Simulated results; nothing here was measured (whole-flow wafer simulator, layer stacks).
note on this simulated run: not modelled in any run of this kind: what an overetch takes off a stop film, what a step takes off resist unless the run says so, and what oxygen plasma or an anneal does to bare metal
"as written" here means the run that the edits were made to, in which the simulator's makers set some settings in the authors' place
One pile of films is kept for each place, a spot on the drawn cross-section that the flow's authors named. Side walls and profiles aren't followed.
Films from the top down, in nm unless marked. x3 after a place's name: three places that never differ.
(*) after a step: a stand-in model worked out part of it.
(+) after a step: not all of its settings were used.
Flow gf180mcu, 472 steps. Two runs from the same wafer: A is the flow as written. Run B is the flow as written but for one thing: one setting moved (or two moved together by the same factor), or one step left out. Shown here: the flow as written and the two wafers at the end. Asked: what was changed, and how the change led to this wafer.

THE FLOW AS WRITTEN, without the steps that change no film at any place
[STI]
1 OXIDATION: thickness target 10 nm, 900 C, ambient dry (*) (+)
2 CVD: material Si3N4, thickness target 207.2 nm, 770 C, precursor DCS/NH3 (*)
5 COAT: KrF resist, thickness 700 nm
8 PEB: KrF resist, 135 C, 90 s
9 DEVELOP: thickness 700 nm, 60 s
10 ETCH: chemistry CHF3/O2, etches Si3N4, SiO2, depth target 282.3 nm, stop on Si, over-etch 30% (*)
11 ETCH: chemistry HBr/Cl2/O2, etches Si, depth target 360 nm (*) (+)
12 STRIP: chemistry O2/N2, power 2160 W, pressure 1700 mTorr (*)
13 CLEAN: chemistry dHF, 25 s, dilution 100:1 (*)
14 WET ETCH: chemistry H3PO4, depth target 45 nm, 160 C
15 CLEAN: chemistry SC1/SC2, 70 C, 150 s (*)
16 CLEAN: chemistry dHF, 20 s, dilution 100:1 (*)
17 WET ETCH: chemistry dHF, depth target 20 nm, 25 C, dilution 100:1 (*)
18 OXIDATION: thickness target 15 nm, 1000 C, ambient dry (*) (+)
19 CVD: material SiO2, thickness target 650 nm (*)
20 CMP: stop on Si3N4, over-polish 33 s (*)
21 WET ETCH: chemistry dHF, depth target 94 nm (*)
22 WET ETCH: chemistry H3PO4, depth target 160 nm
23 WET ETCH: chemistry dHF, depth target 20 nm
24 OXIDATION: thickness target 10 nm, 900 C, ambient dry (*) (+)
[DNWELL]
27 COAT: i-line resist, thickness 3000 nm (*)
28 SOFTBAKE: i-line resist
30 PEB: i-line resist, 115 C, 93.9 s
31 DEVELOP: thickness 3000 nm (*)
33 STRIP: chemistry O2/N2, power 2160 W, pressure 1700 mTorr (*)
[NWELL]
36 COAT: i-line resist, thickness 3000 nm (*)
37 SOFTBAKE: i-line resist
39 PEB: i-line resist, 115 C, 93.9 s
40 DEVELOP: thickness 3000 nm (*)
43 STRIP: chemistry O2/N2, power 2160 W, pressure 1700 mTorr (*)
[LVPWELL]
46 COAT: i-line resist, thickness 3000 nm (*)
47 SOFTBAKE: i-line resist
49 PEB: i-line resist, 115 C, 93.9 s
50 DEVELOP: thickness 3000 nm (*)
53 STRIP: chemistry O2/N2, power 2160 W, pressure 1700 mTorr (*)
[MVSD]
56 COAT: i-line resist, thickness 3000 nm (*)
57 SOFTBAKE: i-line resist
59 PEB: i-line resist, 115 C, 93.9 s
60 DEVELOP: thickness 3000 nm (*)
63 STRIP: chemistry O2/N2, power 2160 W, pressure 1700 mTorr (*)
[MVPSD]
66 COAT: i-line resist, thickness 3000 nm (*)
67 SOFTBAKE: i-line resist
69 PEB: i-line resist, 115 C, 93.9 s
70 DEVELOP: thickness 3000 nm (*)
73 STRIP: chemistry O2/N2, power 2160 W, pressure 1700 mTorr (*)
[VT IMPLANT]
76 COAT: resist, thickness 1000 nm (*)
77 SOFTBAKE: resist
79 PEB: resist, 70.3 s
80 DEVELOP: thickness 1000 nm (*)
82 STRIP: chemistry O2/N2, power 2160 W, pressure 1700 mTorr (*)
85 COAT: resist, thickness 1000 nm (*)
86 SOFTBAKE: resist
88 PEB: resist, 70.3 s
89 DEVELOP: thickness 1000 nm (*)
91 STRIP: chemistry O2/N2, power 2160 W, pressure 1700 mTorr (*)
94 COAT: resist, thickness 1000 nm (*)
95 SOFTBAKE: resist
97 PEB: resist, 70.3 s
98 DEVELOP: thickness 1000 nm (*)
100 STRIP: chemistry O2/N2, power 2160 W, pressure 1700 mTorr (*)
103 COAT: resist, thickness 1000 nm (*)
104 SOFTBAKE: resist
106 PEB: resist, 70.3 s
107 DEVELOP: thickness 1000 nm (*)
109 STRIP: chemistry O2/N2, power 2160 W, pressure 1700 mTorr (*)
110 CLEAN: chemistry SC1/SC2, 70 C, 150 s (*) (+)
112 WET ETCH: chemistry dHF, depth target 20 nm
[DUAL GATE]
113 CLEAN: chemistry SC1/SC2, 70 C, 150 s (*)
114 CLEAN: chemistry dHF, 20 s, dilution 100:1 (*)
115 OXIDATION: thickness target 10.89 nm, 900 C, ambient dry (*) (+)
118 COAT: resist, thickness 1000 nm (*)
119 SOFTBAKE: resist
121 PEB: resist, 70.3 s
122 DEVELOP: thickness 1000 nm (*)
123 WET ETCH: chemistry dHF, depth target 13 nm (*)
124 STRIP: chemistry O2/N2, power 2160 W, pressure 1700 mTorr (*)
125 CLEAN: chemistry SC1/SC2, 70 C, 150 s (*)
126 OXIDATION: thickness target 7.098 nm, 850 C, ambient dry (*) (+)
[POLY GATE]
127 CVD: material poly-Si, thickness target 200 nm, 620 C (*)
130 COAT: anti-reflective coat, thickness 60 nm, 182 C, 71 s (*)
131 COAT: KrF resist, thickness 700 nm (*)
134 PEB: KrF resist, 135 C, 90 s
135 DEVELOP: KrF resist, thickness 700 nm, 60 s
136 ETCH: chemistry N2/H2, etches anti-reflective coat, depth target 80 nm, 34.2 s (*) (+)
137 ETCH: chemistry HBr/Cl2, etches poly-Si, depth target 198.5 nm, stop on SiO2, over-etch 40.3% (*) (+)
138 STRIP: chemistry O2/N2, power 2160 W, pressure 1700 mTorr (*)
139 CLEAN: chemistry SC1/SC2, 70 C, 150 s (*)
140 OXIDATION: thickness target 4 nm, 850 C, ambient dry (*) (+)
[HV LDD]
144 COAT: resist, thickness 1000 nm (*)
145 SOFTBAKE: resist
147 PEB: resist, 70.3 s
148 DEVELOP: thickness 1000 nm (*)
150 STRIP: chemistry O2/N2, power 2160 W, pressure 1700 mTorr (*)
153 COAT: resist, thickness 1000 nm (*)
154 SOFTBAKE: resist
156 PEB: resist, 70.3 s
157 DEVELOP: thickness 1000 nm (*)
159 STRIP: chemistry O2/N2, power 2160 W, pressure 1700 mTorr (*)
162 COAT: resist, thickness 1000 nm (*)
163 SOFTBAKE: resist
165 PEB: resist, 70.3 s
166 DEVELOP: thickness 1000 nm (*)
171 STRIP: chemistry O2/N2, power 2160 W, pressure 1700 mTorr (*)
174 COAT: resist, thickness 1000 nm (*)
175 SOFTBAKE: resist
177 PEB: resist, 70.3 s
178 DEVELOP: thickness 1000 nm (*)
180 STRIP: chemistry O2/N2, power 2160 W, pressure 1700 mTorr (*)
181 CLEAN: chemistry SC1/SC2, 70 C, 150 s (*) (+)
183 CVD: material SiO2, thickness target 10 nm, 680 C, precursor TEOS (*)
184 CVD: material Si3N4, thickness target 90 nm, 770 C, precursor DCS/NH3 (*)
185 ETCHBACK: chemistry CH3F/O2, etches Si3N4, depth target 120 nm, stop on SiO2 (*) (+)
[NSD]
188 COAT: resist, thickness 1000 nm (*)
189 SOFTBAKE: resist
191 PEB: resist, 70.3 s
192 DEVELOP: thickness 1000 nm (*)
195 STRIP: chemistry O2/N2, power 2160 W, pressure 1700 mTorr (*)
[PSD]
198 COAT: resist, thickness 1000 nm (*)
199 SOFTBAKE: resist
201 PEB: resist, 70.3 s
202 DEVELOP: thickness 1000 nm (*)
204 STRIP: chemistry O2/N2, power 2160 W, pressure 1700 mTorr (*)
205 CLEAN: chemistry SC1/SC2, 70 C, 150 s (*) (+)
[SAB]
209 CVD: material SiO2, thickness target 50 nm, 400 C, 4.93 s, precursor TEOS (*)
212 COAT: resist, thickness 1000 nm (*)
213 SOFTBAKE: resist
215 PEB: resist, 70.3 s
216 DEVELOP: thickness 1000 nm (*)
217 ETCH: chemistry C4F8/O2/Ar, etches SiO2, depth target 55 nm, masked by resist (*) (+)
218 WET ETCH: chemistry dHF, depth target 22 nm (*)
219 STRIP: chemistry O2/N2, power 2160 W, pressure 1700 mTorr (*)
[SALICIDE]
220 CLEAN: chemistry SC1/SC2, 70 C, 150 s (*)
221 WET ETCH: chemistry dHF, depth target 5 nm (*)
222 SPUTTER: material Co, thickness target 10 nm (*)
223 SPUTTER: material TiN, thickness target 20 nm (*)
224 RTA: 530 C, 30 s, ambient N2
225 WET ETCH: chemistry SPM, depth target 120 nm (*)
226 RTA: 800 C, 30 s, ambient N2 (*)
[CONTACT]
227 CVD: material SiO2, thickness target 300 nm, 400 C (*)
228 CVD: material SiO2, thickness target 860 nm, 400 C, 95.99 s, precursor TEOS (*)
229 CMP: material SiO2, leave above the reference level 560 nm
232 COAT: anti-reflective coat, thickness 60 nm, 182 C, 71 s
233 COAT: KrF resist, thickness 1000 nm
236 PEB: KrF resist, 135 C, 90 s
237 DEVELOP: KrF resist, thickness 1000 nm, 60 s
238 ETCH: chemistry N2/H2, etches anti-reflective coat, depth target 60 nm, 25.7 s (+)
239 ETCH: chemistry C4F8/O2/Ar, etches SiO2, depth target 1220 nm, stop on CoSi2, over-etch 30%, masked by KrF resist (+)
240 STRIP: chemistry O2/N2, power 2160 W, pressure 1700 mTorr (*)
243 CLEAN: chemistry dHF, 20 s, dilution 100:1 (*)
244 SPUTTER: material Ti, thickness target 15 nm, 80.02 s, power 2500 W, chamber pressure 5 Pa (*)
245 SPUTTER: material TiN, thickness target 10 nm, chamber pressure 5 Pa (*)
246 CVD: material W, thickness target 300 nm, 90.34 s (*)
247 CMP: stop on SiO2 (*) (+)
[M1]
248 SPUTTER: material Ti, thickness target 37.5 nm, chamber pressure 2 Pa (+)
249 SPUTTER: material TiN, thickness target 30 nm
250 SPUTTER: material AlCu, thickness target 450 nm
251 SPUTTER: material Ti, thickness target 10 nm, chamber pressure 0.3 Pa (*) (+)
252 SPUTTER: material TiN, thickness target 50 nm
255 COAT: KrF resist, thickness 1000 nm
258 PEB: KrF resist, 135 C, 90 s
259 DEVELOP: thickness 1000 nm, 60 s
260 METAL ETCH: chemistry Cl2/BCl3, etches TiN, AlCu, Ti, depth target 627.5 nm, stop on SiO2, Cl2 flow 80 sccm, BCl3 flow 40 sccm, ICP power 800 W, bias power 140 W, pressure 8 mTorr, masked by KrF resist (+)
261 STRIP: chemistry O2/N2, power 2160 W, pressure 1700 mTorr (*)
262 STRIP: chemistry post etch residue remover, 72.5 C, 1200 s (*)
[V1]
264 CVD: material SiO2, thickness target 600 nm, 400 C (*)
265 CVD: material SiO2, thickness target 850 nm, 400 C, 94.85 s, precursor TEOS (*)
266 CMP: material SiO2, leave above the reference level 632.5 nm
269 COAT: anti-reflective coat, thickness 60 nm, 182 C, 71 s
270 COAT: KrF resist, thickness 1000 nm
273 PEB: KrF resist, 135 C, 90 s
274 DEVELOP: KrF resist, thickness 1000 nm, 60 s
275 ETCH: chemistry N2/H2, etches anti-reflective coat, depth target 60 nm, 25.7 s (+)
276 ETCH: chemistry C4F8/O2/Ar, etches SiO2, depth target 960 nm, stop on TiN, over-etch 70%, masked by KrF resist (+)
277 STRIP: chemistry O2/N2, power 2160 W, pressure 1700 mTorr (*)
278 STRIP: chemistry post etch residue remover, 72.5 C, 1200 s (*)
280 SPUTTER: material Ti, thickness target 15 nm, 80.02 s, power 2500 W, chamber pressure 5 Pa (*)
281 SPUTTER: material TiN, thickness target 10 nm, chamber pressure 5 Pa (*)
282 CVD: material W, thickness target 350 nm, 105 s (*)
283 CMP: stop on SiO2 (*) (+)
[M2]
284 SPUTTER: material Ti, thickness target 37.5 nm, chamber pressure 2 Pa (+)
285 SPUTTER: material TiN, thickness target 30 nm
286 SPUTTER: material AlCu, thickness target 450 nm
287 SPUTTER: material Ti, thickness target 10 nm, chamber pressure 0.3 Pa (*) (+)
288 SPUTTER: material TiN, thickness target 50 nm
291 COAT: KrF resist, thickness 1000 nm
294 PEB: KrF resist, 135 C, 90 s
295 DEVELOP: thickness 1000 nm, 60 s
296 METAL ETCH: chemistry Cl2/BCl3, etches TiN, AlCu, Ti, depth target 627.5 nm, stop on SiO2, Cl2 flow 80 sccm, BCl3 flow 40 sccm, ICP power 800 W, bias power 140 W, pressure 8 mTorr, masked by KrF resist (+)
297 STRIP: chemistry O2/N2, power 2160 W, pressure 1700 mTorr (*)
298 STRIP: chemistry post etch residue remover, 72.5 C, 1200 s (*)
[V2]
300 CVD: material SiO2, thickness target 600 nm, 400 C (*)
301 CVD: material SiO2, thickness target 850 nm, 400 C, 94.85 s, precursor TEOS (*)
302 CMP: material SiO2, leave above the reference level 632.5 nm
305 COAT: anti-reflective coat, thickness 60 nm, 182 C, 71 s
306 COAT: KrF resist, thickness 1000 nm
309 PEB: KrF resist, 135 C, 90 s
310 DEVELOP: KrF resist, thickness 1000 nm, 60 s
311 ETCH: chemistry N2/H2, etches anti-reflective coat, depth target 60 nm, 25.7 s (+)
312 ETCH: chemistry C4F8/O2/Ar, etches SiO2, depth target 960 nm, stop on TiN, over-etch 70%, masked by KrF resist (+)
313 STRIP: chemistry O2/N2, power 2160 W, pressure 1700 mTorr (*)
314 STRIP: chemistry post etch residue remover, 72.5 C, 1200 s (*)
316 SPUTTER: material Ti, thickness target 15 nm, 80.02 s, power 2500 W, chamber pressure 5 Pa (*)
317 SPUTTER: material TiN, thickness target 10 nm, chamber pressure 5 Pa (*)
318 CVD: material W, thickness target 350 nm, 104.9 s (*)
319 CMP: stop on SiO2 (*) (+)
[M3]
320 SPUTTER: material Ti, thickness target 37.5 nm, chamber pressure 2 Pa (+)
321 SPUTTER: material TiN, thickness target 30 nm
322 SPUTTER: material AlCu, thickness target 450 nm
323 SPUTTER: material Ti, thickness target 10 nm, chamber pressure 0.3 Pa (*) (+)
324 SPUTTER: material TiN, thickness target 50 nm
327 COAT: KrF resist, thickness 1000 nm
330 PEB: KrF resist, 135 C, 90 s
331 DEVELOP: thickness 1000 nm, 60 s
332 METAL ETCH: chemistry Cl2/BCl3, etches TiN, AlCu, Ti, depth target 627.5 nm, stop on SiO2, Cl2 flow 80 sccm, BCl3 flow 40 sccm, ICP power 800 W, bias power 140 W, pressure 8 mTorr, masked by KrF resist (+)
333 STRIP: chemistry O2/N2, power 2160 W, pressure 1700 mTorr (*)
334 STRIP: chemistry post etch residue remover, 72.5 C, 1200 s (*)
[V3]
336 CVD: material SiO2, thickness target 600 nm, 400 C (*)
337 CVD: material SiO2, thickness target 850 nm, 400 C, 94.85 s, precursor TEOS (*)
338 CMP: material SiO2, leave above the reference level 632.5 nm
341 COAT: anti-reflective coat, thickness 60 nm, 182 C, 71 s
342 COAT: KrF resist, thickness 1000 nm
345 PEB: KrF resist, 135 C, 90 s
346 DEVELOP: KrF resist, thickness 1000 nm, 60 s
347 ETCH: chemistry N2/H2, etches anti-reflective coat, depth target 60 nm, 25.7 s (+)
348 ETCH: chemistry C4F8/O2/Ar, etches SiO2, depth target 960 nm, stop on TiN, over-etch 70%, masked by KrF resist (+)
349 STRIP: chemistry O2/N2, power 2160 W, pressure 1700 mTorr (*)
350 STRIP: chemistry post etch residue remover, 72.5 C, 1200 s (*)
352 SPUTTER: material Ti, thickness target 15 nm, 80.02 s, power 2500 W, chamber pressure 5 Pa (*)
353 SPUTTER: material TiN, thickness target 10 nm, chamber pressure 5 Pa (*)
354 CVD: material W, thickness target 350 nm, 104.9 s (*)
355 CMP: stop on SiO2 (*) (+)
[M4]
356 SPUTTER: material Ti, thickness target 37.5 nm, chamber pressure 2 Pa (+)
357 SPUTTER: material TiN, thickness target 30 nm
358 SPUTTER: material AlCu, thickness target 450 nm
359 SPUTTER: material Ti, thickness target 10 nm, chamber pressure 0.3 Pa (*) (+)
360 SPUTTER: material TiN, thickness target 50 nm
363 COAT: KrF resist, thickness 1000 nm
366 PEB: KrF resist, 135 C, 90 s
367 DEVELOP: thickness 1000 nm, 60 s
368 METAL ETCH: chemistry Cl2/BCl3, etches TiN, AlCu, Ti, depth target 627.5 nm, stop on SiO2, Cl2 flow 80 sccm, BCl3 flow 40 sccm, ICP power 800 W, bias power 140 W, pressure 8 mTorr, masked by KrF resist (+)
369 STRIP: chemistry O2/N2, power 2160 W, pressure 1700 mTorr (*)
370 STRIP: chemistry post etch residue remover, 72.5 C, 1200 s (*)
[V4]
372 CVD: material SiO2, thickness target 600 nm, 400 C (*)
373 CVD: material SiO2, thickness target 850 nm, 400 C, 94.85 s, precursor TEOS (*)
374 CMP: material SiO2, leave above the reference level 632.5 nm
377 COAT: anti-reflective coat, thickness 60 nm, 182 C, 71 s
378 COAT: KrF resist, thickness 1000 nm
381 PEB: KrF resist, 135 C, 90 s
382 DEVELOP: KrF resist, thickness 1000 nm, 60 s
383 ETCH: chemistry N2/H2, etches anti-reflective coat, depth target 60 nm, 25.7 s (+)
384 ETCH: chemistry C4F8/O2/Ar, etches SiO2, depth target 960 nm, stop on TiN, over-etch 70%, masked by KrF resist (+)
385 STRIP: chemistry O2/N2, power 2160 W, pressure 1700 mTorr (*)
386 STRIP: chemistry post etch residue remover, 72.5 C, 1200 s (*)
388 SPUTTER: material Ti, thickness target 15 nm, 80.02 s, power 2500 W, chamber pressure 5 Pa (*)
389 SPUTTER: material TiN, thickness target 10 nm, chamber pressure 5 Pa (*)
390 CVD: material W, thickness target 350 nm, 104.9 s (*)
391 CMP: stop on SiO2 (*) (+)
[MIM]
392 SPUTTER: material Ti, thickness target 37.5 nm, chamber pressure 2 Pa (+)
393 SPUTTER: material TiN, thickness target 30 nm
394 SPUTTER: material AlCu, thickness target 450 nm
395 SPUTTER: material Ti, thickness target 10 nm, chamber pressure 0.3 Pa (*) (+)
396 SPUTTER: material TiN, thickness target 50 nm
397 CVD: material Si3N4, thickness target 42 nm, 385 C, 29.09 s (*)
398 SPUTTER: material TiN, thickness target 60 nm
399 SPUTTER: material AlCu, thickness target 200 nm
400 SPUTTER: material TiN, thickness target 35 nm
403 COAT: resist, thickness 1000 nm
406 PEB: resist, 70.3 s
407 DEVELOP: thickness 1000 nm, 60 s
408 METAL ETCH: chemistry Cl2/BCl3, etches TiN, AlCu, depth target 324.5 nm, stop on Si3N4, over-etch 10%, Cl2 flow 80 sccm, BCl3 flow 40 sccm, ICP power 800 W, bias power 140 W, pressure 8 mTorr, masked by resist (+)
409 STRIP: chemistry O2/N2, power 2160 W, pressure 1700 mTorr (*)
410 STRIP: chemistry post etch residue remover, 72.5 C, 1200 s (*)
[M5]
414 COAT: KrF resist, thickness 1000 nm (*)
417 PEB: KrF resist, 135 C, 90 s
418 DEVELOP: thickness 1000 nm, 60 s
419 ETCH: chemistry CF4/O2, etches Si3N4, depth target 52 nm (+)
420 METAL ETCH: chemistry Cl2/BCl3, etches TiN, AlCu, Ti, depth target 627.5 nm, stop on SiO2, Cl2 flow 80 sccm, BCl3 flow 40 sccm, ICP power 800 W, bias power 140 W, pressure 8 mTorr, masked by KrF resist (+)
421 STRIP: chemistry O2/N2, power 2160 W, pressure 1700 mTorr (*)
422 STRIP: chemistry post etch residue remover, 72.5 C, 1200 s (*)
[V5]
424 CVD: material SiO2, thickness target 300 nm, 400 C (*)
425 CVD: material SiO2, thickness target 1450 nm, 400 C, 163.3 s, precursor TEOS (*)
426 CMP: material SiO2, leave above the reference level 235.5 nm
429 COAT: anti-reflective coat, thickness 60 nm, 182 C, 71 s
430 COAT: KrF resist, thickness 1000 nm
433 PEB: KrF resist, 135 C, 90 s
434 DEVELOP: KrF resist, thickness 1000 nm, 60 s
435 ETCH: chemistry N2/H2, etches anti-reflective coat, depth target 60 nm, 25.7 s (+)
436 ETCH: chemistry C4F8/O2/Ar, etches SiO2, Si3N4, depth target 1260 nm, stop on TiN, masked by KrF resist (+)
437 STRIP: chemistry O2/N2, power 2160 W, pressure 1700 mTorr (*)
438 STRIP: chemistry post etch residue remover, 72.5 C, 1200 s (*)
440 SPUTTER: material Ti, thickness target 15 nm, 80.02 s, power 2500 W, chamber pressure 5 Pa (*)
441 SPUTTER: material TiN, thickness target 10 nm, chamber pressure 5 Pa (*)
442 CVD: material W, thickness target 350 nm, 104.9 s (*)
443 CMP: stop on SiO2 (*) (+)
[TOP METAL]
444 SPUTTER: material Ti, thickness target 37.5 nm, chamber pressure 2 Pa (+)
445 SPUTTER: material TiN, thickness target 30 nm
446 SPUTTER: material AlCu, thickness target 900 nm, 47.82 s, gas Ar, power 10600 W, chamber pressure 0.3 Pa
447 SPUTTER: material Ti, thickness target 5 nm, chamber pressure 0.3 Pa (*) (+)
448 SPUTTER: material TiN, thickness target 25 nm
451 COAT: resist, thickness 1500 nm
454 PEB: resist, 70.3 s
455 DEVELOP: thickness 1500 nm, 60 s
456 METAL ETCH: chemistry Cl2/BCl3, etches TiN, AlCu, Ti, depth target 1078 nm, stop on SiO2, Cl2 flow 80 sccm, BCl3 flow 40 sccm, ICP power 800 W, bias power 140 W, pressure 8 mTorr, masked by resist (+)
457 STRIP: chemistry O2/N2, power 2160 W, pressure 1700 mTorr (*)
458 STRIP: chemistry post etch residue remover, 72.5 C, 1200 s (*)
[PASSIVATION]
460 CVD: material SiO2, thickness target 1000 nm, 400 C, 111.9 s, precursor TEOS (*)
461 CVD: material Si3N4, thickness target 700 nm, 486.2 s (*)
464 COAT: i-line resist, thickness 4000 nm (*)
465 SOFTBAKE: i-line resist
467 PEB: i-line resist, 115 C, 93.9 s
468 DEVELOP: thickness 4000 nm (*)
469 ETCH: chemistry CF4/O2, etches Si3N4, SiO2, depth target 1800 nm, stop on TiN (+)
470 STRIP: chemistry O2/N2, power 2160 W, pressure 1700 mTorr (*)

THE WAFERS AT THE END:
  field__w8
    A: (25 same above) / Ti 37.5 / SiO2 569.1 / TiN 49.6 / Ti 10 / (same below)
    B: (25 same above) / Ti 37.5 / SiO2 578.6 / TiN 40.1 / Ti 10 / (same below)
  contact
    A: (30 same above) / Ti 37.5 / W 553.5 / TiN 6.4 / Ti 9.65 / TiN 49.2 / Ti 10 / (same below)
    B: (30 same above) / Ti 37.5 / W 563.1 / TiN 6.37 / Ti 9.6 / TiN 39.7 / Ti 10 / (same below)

The cause: step 288, SPUTTER: thickness target 40.5 nm was run, where the flow has thickness target 50 nm.

How the change led to this, step by step:
  288 SPUTTER: material TiN, thickness target 50 nm
      field, field__w1, field__w2 and 108 more: A TiN +50 (new film) | B TiN +40.5 (new film)
  296 METAL ETCH: chemistry Cl2/BCl3, etches TiN, AlCu, Ti, depth target 627.5 nm, stop on SiO2, Cl2 flow 80 sccm, BCl3 flow 40 sccm, ICP power 800 W, bias power 140 W, pressure 8 mTorr, masked by KrF resist (+)
      field, field__w1, field__w2 and 103 more: A TiN -50 (all of it), Ti -10 (all of it), AlCu -450 (all of it), TiN -30 (all of it), Ti -37.5 (all of it) | B TiN -40.5 (all of it), Ti -10 (all of it), AlCu -450 (all of it), TiN -30 (all of it), Ti -37.5 (all of it)
